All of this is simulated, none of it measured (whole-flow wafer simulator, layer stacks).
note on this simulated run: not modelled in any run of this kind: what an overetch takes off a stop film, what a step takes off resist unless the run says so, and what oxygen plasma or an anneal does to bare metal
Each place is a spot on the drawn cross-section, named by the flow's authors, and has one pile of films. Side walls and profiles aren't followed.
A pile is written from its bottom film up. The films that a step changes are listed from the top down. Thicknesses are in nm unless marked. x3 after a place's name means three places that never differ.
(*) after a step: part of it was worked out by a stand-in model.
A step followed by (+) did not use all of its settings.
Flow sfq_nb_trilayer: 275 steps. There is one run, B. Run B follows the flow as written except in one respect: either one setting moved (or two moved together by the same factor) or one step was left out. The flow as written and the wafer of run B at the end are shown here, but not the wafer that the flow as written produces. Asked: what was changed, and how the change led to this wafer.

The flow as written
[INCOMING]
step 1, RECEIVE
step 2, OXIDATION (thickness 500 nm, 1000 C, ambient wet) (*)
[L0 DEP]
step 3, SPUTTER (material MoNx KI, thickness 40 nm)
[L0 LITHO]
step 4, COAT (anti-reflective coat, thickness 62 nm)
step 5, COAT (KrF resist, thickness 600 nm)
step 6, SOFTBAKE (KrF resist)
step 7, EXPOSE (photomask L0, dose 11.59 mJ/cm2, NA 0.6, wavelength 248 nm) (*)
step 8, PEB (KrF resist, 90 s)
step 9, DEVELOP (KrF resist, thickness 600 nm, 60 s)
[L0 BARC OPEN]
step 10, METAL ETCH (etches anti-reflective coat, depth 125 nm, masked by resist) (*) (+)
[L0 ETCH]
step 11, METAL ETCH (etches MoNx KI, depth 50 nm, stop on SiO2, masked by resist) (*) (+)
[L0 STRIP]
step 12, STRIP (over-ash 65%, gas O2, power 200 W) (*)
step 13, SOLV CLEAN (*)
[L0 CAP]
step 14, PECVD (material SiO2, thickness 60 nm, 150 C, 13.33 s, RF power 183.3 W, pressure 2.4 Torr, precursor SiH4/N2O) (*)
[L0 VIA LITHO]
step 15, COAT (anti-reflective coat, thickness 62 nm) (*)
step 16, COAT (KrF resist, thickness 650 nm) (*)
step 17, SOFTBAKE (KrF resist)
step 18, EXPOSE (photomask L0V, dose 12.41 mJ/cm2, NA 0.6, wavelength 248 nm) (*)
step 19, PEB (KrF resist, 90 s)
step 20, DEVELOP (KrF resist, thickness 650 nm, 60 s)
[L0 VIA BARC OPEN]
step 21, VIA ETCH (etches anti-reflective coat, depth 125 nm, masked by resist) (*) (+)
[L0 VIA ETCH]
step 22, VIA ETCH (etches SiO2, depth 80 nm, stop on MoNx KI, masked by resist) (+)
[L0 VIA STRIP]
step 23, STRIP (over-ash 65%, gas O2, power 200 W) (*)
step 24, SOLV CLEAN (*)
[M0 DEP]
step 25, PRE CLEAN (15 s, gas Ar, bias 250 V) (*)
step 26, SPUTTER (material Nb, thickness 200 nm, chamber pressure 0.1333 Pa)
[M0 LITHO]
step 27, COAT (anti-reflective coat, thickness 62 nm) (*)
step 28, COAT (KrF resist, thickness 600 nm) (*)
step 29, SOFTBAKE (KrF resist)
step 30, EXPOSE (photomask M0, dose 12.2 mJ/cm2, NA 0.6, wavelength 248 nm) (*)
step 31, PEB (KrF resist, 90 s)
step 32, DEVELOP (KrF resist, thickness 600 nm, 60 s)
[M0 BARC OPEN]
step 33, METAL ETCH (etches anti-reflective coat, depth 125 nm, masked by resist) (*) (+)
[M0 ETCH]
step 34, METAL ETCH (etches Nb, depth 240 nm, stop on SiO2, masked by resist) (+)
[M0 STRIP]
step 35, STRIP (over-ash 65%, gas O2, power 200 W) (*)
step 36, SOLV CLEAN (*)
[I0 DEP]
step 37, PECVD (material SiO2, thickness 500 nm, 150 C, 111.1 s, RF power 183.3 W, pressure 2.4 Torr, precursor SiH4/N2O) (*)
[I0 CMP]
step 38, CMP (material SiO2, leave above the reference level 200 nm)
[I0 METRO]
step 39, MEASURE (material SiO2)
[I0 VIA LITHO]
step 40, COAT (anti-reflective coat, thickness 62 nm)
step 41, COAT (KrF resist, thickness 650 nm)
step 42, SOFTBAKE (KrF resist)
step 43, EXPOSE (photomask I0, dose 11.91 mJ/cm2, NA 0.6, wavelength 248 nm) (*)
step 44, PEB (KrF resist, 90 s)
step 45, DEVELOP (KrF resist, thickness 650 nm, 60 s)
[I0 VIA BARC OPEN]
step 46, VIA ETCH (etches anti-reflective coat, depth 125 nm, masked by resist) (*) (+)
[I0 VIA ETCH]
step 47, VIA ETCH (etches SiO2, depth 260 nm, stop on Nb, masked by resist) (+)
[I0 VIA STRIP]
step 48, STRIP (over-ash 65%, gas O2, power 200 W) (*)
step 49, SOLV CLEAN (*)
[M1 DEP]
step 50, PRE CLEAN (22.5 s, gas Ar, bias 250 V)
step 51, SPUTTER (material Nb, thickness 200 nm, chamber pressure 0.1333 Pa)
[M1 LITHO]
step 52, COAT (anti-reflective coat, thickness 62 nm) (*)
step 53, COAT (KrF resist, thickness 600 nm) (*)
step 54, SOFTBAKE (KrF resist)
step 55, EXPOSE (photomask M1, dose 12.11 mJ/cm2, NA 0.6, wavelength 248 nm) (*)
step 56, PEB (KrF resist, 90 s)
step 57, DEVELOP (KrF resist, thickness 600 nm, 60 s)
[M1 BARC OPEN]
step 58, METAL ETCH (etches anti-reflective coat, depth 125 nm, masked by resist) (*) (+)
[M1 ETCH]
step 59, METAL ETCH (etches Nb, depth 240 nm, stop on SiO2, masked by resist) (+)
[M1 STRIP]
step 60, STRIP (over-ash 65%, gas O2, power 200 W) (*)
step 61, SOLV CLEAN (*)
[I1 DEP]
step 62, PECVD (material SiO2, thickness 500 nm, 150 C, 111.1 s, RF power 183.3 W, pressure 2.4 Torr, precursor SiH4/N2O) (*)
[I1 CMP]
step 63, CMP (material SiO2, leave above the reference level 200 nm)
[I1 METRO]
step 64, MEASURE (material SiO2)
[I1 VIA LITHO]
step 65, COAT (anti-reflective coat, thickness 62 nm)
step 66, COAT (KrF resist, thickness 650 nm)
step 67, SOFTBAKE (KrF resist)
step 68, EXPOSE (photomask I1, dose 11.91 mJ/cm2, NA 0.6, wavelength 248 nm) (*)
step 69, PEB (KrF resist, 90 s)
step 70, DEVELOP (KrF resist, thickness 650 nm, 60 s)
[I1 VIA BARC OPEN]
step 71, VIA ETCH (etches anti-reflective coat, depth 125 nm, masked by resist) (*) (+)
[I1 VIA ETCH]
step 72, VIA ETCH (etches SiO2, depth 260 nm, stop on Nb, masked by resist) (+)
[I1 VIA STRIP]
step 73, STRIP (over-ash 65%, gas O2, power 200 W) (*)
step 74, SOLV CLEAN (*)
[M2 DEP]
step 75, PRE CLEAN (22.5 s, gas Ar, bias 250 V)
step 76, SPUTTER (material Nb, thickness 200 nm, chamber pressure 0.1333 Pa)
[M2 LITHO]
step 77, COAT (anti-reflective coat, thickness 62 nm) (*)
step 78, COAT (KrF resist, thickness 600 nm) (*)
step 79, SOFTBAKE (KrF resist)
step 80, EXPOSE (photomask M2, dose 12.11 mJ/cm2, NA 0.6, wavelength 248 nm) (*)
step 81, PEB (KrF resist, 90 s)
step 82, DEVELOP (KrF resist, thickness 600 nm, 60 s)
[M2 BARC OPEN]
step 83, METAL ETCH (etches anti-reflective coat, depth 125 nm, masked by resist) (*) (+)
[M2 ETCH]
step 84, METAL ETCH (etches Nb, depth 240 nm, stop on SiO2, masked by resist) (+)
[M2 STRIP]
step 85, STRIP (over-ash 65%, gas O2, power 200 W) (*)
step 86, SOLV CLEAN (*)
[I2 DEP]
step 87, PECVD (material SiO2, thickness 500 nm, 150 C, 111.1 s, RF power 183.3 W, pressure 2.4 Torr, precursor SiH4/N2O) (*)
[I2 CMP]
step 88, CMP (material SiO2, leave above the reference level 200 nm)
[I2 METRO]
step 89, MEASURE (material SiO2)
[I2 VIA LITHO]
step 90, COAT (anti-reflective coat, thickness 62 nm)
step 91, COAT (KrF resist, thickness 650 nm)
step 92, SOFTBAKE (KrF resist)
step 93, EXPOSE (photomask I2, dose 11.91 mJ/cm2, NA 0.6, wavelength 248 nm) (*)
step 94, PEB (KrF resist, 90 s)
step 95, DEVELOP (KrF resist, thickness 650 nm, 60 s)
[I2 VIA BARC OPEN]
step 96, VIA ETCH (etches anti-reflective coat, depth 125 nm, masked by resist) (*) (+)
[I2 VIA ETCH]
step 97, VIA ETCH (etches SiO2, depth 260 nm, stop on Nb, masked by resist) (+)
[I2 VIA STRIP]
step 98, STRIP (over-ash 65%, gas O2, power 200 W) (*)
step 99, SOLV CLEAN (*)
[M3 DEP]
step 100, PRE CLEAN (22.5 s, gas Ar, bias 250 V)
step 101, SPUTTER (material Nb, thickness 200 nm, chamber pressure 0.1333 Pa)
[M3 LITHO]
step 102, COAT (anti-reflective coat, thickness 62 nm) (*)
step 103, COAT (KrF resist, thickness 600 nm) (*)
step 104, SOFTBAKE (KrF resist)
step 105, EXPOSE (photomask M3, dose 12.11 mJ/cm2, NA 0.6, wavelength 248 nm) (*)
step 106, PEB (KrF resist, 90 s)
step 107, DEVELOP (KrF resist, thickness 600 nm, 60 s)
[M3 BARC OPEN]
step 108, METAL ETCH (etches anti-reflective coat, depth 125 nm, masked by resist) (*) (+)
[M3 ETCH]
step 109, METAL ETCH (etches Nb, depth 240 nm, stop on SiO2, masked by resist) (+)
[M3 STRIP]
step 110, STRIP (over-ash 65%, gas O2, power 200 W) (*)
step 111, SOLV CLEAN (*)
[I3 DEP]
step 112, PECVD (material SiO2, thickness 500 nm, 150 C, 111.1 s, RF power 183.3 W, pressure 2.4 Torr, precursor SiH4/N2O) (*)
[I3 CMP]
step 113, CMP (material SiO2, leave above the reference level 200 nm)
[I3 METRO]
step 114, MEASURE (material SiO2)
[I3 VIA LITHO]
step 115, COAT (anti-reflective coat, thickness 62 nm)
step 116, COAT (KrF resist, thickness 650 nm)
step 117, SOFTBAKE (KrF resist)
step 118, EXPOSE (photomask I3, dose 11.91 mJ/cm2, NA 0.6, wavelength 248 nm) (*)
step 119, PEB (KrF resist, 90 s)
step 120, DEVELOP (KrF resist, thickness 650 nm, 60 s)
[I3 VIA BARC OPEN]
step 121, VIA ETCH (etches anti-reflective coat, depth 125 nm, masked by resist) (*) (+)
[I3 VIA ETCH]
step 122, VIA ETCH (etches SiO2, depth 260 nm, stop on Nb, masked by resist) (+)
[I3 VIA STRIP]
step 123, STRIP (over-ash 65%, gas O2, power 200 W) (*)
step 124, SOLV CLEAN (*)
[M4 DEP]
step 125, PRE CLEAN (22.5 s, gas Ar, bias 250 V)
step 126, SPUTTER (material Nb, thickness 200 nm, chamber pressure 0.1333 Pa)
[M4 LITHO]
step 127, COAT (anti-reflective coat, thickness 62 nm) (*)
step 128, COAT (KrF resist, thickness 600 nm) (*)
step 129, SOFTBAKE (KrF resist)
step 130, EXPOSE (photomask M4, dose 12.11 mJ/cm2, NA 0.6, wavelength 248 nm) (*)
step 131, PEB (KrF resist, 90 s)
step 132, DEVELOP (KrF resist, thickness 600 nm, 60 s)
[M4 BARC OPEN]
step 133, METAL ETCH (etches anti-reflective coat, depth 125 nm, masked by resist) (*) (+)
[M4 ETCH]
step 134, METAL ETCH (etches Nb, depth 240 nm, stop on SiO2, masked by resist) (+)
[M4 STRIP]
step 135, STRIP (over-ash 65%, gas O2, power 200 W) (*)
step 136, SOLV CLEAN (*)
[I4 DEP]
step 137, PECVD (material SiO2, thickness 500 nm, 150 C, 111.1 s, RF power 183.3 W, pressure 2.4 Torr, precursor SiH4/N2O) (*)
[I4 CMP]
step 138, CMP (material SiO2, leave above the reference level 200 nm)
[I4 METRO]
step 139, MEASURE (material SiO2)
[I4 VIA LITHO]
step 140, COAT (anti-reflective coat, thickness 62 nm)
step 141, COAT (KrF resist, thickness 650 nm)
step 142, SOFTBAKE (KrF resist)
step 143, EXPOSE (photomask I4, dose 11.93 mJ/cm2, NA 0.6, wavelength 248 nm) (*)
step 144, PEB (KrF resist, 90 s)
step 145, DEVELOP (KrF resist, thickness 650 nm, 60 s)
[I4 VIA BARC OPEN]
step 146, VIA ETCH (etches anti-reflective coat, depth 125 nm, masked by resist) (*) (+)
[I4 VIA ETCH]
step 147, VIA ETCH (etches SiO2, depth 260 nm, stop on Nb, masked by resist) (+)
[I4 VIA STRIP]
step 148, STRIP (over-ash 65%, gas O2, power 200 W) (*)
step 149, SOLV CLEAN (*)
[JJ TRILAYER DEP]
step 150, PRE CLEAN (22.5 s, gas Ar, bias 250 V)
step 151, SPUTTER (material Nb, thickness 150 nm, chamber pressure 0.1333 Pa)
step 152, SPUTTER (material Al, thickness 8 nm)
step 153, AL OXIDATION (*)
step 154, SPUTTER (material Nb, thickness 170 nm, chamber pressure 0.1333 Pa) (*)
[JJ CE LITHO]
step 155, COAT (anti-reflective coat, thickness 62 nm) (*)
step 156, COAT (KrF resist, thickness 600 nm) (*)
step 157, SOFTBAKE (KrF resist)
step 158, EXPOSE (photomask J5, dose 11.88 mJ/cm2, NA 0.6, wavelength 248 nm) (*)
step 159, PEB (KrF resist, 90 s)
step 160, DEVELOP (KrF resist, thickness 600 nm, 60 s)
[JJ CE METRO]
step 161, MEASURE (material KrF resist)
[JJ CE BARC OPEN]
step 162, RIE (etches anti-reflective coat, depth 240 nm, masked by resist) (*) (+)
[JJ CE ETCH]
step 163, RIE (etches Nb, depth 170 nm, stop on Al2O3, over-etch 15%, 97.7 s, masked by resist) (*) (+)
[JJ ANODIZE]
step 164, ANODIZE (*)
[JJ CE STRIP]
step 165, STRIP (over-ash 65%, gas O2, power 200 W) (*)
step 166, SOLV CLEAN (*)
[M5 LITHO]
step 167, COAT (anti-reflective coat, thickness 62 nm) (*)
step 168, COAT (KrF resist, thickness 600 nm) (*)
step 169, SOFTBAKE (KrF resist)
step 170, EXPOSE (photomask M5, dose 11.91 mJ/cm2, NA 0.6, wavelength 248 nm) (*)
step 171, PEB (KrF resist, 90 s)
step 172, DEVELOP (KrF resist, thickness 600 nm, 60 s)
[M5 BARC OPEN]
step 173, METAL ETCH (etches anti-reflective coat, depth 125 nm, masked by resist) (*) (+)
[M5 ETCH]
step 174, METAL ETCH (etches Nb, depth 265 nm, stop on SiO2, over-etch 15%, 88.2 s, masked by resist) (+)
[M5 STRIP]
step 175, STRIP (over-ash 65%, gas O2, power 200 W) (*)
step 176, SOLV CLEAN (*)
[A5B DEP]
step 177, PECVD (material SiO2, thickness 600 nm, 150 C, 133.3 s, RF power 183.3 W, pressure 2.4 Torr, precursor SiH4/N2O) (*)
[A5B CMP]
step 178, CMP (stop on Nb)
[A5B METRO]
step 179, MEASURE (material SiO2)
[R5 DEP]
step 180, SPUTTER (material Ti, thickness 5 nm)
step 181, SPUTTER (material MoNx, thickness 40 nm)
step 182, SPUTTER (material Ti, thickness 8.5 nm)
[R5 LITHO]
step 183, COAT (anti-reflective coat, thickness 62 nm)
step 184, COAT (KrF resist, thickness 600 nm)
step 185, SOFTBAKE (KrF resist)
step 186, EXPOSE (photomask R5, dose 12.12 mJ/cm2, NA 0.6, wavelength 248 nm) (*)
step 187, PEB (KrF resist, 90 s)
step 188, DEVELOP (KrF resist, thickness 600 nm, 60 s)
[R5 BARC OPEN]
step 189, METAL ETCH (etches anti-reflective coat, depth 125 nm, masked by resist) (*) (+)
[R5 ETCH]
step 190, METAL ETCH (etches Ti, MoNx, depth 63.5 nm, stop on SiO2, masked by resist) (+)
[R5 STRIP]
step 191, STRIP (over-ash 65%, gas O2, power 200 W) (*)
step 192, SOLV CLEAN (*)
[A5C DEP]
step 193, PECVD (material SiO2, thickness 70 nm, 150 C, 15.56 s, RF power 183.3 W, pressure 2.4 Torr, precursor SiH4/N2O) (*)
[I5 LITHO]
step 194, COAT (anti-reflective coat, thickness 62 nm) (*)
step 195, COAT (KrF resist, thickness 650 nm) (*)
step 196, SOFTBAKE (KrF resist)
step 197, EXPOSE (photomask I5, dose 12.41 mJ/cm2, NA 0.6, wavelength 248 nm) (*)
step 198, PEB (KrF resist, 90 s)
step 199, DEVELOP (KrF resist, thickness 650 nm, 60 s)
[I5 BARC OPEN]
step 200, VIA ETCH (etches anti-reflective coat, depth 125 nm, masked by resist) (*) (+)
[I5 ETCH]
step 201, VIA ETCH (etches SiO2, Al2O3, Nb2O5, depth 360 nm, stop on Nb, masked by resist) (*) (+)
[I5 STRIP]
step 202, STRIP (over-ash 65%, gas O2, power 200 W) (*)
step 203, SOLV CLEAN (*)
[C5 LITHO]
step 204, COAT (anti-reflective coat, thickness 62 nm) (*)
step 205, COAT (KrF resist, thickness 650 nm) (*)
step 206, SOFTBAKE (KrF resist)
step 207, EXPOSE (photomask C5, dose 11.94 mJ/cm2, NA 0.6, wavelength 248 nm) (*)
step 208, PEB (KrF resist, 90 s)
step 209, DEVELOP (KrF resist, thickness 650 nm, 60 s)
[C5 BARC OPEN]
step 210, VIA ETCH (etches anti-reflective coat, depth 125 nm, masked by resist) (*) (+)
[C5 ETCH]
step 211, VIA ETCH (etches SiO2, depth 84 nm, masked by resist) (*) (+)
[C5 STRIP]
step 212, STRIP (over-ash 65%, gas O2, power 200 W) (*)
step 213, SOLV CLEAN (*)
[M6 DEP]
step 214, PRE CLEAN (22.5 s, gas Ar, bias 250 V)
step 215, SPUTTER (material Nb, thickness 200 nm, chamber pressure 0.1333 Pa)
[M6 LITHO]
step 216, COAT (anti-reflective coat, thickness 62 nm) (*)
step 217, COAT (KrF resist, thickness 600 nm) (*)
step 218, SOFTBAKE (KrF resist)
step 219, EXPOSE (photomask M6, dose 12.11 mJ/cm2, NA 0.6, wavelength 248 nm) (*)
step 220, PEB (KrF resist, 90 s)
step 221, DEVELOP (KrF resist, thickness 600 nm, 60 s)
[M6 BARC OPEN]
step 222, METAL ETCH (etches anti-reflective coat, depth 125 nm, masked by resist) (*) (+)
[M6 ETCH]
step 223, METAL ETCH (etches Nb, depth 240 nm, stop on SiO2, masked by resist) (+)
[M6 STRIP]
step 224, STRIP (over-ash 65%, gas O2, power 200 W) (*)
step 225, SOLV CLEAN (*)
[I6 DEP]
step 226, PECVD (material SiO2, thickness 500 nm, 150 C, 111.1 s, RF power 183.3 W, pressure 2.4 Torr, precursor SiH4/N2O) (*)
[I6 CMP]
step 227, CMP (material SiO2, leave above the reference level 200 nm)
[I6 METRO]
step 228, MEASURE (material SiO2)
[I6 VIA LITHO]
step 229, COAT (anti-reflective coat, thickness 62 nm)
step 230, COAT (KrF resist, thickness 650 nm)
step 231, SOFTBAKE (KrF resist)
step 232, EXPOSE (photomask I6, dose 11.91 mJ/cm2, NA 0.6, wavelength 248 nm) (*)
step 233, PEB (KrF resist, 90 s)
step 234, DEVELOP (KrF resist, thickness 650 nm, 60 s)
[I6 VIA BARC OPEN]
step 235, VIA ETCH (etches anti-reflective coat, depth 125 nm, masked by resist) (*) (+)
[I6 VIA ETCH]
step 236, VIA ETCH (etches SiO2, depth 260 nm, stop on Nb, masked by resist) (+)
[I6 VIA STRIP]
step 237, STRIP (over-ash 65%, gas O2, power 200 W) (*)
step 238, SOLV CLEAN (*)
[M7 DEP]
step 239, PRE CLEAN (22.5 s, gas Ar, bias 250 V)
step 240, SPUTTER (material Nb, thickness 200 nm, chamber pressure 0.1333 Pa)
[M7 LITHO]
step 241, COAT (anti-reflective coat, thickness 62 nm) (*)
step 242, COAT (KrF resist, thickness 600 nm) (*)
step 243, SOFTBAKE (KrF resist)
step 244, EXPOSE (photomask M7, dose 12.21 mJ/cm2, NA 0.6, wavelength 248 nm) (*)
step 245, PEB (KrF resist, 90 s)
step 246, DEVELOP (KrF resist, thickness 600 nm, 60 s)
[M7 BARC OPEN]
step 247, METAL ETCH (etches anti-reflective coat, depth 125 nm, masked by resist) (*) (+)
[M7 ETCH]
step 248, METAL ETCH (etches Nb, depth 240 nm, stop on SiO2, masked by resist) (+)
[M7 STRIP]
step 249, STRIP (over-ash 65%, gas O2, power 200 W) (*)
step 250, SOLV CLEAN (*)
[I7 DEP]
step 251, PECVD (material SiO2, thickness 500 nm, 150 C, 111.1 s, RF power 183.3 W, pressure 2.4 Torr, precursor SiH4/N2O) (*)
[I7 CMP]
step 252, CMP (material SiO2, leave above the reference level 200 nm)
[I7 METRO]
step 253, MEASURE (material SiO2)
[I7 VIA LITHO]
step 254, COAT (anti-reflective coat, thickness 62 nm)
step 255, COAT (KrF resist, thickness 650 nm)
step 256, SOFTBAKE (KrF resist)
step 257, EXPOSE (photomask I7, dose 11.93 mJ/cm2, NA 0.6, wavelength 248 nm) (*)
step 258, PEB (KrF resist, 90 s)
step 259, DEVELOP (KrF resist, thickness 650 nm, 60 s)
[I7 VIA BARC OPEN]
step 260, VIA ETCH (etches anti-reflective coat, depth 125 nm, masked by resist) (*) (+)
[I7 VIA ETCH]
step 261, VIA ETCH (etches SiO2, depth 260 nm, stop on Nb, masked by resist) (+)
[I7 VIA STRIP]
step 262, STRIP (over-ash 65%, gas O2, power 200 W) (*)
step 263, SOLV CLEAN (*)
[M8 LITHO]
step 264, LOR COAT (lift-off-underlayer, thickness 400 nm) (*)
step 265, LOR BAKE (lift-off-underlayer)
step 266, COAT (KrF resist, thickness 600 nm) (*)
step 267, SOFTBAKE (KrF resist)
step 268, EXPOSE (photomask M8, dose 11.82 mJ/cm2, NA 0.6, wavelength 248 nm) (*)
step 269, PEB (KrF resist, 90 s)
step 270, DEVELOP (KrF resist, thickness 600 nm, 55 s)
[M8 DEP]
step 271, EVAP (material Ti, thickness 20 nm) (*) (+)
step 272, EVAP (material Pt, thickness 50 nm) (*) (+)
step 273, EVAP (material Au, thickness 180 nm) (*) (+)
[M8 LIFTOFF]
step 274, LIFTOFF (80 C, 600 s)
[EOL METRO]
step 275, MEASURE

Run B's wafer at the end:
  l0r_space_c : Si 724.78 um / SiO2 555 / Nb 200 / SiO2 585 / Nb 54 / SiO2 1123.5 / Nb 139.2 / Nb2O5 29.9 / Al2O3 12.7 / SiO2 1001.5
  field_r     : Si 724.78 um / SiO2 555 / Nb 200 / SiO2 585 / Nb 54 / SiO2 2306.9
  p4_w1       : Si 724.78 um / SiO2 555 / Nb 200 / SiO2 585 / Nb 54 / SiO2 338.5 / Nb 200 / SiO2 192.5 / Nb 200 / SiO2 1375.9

What caused this: step 84, METAL ETCH: depth 146 nm was run, whereas the flow has depth 240 nm.

The path from the change to this, step by step:
  step 84, METAL ETCH (etches Nb, depth 240 nm, stop on SiO2, masked by resist) (+)
      field_l, be, be_sur and 81 more: Nb loses 146 (in the flow as written it would be: Nb loses 200 (all of it))
      v_sur, via_wl, via_w and 19 more: KrF resist loses 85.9 (in the flow as written it would be: KrF resist loses 141.2)
  step 85, STRIP (over-ash 65%, gas O2, power 200 W) (*)
      wl_j_sl, wl_jj, wl_j_sr and 12 more: KrF resist loses 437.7 (all of it), anti-reflective coat loses 62 (all of it) (in the flow as written it would be: KrF resist loses 382.4 (all of it), anti-reflective coat loses 62 (all of it))
      v_sur: KrF resist loses 435.3 (all of it), anti-reflective coat loses 61.4 (all of it) (in the flow as written it would be: KrF resist loses 380 (all of it), anti-reflective coat loses 61.4 (all of it))
      (and at 6 other places as well)
  step 87, PECVD (material SiO2, thickness 500 nm, 150 C, 111.1 s, RF power 183.3 W, pressure 2.4 Torr, precursor SiH4/N2O) (*)
      field_l, be, be_sur and 81 more: SiO2 gains 500 (new film) (in the flow as written it would be: SiO2 gains 500)
  step 88, CMP (material SiO2, leave above the reference level 200 nm)
      field_l, be, be_sur and 81 more: SiO2 loses 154 (in the flow as written it would be: SiO2 loses 100)
If metal films that touch count as one body, l0r_space_c has 3 bodies (between them, from the top down: SiO2 1123.5; SiO2 585); the flow as written gives 2 bodies (between them, from the top down: SiO2 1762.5).
If metal films that touch count as one body, field_r has 2 bodies (between them, from the top down: SiO2 585); the flow as written gives 1 body.
If metal films that touch count as one body, p4_w1 has 4 bodies (between them, from the top down: SiO2 192.5; SiO2 338.5; SiO2 585); the flow as written gives 3 bodies (between them, from the top down: SiO2 192.5; SiO2 977.5).
